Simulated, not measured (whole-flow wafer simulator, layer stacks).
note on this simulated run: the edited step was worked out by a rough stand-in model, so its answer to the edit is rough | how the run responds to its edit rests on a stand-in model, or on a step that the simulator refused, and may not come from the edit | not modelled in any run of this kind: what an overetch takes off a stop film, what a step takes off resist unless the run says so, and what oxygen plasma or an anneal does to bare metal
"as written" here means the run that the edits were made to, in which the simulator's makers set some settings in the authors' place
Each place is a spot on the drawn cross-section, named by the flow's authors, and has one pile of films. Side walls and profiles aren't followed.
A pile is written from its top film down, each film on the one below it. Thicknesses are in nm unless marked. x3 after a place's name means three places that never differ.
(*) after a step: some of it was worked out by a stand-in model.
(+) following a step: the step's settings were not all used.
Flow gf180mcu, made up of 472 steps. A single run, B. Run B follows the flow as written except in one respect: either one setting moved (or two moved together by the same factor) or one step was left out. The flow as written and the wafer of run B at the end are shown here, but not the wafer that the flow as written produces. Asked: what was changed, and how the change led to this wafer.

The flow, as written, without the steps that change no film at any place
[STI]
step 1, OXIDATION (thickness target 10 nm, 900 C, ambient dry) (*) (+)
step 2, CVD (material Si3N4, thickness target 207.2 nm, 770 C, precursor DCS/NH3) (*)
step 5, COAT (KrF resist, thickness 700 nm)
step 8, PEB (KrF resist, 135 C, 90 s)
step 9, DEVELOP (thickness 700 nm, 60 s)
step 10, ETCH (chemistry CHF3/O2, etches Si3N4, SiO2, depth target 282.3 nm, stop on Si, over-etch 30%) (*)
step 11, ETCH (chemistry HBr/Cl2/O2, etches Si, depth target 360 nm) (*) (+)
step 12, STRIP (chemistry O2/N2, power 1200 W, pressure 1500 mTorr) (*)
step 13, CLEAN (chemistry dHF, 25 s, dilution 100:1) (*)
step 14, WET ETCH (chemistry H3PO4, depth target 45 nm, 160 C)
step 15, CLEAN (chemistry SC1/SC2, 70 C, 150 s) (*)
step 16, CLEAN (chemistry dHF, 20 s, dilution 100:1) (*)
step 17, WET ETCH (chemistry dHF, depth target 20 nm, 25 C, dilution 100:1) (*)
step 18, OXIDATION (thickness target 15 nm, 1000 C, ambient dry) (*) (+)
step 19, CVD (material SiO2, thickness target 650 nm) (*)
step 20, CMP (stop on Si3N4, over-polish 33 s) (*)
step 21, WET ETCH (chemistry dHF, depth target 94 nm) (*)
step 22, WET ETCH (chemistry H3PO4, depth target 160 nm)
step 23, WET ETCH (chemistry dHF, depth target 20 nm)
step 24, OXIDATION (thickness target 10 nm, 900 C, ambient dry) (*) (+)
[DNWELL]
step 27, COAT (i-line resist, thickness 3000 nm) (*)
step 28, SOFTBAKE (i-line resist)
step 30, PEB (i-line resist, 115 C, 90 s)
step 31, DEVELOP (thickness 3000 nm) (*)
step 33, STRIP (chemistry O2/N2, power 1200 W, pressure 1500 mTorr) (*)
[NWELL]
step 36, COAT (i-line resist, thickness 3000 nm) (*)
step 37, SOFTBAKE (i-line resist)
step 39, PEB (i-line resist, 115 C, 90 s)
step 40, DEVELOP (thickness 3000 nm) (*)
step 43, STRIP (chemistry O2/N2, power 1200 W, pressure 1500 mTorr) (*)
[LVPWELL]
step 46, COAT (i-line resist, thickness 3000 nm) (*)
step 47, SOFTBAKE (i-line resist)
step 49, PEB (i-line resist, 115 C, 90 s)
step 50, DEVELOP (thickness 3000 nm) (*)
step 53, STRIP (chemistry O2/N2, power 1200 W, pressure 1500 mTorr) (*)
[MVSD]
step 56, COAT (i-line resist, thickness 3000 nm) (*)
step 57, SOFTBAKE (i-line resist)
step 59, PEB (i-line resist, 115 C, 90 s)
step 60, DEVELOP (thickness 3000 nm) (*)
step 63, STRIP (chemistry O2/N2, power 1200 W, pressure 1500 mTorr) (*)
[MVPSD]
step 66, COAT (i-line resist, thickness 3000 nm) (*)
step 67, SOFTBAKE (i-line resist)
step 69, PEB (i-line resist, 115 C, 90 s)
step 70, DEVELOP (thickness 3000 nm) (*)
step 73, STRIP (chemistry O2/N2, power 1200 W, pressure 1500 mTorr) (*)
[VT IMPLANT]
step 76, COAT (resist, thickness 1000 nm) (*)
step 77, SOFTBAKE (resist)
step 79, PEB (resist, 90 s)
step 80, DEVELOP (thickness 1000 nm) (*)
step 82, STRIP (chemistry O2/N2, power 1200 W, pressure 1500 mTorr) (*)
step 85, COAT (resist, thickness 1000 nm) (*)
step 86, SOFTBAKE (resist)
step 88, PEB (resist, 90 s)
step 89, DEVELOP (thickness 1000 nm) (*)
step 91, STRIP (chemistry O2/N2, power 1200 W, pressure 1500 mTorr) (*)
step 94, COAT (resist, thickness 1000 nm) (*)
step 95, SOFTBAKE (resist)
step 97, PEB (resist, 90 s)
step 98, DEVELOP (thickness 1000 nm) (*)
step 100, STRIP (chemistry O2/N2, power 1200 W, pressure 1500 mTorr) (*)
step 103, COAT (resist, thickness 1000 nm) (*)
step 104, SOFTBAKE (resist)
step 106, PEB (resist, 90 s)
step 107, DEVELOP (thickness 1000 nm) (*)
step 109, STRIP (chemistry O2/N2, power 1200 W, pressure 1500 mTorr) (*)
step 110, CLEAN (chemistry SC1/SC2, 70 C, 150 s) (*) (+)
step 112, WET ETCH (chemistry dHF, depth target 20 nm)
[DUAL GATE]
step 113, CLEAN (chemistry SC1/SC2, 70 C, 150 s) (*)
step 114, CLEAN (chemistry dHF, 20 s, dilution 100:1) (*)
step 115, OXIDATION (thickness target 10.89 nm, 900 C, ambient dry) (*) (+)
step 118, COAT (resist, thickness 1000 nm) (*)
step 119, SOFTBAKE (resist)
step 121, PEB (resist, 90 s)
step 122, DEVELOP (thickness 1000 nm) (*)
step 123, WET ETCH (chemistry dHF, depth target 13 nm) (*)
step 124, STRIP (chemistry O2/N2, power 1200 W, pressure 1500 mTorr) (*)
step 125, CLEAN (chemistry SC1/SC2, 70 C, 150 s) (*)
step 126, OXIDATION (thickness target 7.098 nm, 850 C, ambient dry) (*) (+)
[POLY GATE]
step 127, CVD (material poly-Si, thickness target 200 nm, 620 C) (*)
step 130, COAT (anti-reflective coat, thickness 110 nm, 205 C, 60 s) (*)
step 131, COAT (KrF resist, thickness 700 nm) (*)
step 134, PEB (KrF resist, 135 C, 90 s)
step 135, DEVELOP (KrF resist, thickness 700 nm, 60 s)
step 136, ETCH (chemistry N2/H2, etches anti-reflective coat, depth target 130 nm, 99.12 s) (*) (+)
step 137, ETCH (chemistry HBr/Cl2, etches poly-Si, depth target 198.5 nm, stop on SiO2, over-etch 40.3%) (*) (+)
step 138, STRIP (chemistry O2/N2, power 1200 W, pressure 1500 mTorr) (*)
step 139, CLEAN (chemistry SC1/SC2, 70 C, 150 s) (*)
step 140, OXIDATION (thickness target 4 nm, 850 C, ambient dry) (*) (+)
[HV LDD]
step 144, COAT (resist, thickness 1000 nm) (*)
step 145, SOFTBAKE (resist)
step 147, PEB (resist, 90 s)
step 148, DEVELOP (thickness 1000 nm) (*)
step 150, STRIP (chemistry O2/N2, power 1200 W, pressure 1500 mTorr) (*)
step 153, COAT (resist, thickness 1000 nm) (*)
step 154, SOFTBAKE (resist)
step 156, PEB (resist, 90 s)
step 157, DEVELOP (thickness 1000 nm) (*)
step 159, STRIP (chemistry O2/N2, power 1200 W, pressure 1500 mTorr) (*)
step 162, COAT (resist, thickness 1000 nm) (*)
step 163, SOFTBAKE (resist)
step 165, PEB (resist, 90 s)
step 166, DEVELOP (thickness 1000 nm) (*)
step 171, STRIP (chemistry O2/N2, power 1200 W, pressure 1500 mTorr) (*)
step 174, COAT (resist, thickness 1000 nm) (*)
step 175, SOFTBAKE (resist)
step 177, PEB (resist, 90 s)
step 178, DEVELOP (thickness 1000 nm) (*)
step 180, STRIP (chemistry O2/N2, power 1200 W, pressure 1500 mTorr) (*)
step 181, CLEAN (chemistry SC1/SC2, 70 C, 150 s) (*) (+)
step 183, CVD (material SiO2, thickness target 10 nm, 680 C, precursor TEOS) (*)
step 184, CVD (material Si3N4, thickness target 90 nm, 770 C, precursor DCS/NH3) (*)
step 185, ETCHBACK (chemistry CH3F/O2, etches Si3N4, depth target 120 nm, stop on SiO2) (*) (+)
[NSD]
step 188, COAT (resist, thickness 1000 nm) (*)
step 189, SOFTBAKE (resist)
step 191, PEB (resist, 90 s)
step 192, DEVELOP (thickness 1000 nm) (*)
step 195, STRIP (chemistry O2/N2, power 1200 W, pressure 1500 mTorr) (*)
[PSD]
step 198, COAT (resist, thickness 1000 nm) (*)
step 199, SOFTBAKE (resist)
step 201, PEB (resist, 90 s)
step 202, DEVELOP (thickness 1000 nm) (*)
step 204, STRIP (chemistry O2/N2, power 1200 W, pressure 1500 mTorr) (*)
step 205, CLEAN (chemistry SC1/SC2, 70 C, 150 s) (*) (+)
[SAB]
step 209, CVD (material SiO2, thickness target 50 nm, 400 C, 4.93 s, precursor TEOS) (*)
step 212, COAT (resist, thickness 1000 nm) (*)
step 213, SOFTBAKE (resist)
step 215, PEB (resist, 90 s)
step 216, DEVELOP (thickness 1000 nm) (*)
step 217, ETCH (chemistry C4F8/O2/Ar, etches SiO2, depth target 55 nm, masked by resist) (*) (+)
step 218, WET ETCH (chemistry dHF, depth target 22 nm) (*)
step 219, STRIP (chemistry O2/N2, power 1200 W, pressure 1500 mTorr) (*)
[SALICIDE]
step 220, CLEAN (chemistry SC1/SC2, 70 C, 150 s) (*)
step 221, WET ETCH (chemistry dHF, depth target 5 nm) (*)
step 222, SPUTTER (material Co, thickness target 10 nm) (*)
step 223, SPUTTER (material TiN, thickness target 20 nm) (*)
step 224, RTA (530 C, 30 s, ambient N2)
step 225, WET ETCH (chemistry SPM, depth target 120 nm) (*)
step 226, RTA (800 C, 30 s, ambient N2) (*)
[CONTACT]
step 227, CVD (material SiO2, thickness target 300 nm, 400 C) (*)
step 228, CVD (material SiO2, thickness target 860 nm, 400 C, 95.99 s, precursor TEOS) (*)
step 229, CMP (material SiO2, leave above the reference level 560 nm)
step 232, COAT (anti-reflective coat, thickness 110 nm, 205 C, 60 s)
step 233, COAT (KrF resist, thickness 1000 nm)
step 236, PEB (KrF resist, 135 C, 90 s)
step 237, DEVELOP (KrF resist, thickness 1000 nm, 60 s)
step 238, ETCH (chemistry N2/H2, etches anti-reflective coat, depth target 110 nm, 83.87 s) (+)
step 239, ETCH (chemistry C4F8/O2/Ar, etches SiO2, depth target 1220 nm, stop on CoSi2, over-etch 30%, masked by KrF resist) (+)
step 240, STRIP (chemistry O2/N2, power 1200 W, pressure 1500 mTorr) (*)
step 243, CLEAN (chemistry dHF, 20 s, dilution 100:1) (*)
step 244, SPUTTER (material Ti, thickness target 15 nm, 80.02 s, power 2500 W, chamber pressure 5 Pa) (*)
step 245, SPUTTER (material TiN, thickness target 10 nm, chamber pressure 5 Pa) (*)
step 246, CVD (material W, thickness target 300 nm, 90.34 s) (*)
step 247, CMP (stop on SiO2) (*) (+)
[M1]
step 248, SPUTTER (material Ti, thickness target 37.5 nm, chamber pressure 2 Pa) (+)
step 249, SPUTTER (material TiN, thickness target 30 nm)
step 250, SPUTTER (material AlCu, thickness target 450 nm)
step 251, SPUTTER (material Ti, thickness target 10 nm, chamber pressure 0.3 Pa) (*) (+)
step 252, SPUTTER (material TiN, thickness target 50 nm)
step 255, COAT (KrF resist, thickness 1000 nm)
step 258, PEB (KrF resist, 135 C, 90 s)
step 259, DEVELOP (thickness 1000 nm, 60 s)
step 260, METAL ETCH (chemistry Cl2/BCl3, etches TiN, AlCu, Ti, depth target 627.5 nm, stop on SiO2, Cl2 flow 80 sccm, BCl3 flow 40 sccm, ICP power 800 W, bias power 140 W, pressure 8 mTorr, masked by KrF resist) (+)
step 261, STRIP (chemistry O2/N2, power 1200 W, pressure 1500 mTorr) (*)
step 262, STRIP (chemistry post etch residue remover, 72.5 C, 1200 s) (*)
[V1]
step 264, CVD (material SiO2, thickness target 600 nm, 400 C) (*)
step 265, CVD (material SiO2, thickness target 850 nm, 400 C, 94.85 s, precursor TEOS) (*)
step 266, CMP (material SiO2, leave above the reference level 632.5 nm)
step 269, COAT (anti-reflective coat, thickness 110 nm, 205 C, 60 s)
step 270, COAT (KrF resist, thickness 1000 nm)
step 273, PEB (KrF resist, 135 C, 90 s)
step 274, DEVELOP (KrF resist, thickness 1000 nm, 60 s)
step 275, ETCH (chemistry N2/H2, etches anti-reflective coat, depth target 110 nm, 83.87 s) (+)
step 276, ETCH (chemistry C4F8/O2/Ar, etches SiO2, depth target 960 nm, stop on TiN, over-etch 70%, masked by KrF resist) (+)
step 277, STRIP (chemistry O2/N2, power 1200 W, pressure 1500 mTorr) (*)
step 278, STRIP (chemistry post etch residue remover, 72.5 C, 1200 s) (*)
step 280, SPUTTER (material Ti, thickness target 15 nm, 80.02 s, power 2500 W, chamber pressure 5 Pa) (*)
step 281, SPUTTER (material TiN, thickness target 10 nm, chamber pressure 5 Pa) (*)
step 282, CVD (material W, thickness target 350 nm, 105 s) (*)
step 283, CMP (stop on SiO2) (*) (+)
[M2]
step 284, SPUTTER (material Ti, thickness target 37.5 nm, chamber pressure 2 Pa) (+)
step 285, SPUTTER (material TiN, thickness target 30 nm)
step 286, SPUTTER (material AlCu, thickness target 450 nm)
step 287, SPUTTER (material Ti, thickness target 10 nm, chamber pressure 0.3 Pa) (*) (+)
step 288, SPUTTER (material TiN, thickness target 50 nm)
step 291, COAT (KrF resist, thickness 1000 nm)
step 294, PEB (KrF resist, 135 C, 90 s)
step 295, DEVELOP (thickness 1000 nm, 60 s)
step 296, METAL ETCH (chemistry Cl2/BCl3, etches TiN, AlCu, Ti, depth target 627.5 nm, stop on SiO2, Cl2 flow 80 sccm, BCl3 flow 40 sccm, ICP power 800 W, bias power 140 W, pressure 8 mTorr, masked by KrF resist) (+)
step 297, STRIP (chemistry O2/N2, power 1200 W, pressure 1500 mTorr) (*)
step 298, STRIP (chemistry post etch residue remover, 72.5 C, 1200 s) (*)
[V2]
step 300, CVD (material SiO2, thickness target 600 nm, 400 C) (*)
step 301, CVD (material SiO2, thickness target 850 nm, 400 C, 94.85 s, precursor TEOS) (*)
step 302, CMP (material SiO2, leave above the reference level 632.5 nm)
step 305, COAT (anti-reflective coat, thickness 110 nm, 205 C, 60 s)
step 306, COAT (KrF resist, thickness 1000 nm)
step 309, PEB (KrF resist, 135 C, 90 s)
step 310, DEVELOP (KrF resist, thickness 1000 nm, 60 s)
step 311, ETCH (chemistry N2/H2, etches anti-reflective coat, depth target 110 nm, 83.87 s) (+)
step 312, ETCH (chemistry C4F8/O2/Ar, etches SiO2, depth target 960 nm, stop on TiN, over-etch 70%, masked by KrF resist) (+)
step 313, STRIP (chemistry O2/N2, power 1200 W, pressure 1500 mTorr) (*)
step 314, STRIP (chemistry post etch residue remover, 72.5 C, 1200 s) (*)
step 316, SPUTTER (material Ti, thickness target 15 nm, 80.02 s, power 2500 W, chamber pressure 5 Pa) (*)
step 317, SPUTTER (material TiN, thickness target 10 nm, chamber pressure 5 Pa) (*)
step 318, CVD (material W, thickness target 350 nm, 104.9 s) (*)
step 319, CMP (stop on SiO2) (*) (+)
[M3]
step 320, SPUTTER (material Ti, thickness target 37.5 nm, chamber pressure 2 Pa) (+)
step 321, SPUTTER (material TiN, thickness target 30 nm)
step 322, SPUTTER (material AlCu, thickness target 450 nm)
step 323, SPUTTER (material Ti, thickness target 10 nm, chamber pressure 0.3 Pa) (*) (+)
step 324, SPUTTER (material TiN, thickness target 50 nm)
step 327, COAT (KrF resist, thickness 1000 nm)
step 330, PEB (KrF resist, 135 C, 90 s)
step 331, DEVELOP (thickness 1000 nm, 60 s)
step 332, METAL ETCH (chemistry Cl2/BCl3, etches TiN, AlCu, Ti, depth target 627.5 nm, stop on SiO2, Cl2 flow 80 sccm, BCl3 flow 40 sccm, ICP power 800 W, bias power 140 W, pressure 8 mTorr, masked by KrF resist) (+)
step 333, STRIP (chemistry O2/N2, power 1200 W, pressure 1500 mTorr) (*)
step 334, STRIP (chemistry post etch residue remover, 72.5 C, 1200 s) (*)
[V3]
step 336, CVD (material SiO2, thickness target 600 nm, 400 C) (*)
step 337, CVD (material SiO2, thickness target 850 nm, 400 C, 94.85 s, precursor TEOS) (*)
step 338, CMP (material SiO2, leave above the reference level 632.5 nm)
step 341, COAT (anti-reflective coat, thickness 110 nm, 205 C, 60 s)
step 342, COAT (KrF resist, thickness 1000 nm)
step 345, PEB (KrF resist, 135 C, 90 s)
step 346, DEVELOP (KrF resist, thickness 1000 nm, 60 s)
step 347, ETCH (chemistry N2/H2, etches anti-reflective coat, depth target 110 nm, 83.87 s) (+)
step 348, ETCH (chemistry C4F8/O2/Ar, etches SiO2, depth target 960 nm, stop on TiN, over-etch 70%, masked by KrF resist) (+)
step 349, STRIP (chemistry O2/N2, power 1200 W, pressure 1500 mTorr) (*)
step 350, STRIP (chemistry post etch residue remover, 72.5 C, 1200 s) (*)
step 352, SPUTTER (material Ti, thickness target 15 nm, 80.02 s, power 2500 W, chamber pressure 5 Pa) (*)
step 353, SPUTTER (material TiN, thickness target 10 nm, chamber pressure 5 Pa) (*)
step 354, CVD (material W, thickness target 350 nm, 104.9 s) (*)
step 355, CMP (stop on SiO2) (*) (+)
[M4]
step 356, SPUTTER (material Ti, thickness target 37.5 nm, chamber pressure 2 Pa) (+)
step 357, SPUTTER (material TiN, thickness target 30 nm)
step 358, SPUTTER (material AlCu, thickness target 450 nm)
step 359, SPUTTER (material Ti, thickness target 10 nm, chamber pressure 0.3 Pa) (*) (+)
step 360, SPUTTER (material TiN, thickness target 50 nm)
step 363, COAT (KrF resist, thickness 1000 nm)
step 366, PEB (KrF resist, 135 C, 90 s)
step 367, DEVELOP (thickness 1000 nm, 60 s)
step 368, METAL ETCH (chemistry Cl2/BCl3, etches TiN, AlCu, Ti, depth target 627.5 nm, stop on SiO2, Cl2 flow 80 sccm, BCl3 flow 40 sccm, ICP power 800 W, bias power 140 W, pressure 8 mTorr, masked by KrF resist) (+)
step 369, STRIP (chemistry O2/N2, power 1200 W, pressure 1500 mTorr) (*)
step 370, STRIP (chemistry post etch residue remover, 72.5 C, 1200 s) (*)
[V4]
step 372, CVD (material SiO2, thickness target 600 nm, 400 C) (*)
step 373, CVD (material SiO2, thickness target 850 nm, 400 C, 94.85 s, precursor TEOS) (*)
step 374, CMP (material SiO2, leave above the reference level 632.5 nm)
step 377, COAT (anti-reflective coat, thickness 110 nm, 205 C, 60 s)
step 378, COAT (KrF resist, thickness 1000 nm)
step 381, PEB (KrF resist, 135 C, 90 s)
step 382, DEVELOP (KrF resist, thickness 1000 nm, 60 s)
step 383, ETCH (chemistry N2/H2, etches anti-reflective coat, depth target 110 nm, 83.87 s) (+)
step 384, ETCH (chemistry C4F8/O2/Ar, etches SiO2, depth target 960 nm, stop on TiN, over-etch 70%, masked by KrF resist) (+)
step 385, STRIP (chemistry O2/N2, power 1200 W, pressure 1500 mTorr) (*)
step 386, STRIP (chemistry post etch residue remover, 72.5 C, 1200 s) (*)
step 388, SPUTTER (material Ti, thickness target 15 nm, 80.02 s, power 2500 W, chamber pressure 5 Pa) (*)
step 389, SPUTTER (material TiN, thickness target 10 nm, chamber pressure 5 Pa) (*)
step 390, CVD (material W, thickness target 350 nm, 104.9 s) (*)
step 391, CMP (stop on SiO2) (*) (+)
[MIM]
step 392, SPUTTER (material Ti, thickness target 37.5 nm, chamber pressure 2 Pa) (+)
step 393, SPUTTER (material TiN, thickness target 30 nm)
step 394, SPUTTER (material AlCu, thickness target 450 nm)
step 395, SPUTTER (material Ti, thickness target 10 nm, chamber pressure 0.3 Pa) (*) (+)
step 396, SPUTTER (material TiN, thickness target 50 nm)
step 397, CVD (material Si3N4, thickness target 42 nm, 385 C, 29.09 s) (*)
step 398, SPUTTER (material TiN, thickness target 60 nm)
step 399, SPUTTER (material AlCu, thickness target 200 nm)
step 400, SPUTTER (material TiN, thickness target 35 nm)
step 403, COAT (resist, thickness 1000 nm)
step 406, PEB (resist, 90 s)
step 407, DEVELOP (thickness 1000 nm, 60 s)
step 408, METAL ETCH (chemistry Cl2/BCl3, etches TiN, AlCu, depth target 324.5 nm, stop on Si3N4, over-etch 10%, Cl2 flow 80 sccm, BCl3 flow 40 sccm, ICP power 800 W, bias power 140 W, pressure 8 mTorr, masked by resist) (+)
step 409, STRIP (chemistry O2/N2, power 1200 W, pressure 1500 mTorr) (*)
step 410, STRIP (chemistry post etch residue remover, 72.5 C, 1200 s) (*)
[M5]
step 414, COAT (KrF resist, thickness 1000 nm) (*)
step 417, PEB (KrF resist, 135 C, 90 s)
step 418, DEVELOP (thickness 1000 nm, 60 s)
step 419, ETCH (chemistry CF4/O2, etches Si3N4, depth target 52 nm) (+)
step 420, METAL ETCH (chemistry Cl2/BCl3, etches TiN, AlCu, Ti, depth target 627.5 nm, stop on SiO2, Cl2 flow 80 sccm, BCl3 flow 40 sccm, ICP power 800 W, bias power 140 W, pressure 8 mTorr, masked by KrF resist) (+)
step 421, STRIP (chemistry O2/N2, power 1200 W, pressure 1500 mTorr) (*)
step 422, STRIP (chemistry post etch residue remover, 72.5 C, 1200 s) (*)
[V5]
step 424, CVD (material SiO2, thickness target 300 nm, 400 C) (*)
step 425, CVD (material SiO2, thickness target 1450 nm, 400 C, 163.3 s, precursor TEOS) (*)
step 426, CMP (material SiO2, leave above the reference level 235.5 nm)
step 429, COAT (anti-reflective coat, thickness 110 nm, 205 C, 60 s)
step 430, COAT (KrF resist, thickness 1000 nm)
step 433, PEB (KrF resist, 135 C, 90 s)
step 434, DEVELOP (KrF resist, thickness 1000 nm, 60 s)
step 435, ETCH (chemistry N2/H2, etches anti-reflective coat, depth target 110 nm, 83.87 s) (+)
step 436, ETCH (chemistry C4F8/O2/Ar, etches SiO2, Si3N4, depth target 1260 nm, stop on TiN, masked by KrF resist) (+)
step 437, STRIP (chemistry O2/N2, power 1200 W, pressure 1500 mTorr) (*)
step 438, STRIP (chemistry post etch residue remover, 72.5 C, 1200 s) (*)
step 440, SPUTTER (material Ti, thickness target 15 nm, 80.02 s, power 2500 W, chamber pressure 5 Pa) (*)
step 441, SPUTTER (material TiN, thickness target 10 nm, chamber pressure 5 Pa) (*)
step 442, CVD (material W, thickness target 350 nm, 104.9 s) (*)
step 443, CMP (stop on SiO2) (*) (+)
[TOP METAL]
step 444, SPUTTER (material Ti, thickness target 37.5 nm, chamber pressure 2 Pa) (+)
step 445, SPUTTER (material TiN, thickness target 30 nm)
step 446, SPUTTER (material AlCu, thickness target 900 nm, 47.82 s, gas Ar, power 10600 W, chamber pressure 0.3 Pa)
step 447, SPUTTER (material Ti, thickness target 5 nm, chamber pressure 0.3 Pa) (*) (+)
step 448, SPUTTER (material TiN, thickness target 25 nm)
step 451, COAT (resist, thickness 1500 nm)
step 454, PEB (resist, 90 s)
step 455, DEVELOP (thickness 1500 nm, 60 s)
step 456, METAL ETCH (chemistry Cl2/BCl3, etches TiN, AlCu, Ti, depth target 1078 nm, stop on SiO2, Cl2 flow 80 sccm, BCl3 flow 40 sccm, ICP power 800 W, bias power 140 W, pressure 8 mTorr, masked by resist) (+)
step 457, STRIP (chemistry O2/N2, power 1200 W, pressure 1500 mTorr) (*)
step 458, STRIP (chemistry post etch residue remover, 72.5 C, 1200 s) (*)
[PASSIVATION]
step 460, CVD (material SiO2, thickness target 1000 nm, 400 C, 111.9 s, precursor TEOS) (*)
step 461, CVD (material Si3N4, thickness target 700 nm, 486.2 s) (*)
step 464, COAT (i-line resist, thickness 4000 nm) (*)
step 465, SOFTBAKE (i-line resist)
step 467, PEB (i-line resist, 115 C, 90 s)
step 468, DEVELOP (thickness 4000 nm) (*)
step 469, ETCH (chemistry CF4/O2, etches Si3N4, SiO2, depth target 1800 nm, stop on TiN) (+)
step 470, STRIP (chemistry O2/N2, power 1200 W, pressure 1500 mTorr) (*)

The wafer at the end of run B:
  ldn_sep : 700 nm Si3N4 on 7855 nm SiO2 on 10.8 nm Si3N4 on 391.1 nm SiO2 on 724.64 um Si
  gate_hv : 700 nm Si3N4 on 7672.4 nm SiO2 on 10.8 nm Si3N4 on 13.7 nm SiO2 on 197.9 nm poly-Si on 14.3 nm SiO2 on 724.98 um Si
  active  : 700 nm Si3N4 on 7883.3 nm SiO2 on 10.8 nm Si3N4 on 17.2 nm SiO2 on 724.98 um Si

What caused this: step 184, CVD: thickness target 135 nm was run, while the flow as written has thickness target 90 nm.

The path from the change to this, step by step:
  step 184, CVD (material Si3N4, thickness target 90 nm, 770 C, precursor DCS/NH3) (*)
      field, field__w1, field__w2 and 101 more: +135 Si3N4 (new film) (in the flow as written it would be: +90 Si3N4 (new film))
  step 185, ETCHBACK (chemistry CH3F/O2, etches Si3N4, depth target 120 nm, stop on SiO2) (*) (+)
      field, field__w1, field__w2 and 100 more: -120 Si3N4 (in the flow as written it would be: -90 Si3N4 (all of it), -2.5 SiO2)
  step 188, COAT (resist, thickness 1000 nm) (*)
      spacer: +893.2 resist (new film) (in the flow as written it would be: +920.3 resist (new film))
  step 189, SOFTBAKE (resist)
      field__w9: -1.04 resist (in the flow as written it would be: +1.85 resist)
      nw_enc_fld_lv: +1.71 resist (in the flow as written it would be: +0.58 resist)
  step 191, PEB (resist, 90 s)
      spacer: -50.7 resist (in the flow as written it would be: -52.3 resist)
  step 192, DEVELOP (thickness 1000 nm) (*)
      spacer: -842.5 resist (all of it) (in the flow as written it would be: -868 resist (all of it))
  step 198, COAT (resist, thickness 1000 nm) (*)
      spacer: +893.2 resist (new film) (in the flow as written it would be: +920.3 resist (new film))
  step 199, SOFTBAKE (resist)
      field__w9: -1.04 resist (in the flow as written it would be: +1.85 resist)
      nw_enc_fld_lv: +1.71 resist (in the flow as written it would be: +0.58 resist)
  step 201, PEB (resist, 90 s)
      spacer: -50.7 resist (in the flow as written it would be: -52.3 resist)
  step 204, STRIP (chemistry O2/N2, power 1200 W, pressure 1500 mTorr) (*)
      spacer: -842.5 resist (all of it) (in the flow as written it would be: -868 resist (all of it))
  step 205, CLEAN (chemistry SC1/SC2, 70 C, 150 s) (*) (+)
      field, field__w1, field__w2 and 105 more: -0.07 Si3N4 (in the flow as written it would be: -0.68 SiO2)
  step 209, CVD (material SiO2, thickness target 50 nm, 400 C, 4.93 s, precursor TEOS) (*)
      field, field__w7, field__w8 and 73 more: +50 SiO2 (new film) (in the flow as written it would be: +50 SiO2)
      field_sub__w1, field_sub__w3, field_sub__w4, field_sub__w5, ld_drift_n: +48.8 SiO2 (new film) (in the flow as written it would be: +48.9 SiO2)
      (and at 27 other places as well)
  step 212, COAT (resist, thickness 1000 nm) (*)
      spacer: +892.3 resist (new film) (in the flow as written it would be: +919.2 resist (new film))
  step 213, SOFTBAKE (resist)
      field_sub__w2: +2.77 resist (in the flow as written it would be: +0.91 resist)
  step 215, PEB (resist, 90 s)
      spacer: -50.7 resist (in the flow as written it would be: -52.3 resist)
  step 216, DEVELOP (thickness 1000 nm) (*)
      spacer: -841.7 resist (all of it) (in the flow as written it would be: -866.9 resist (all of it))
  ... 17 other steps ...
  step 471, ANNEAL (400 C, 1800 s, ambient N2/H2)
      polyc_n, polyc_p: under 9 films: +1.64 void (new film), -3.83 Ti, +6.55 TiSi first (new film), -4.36 poly-Si (in the flow as written it would be: nothing)
      contact: under 49 films: +1.62 void (new film), -3.83 Ti, +6.55 TiSi first (new film), -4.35 Si (in the flow as written it would be: nothing)
With metal films that touch counted as one body, gate_hv has 0 bodies; the flow as written gives 1 body.
With metal films that touch counted as one body, active has 0 bodies; the flow as written gives 1 body.
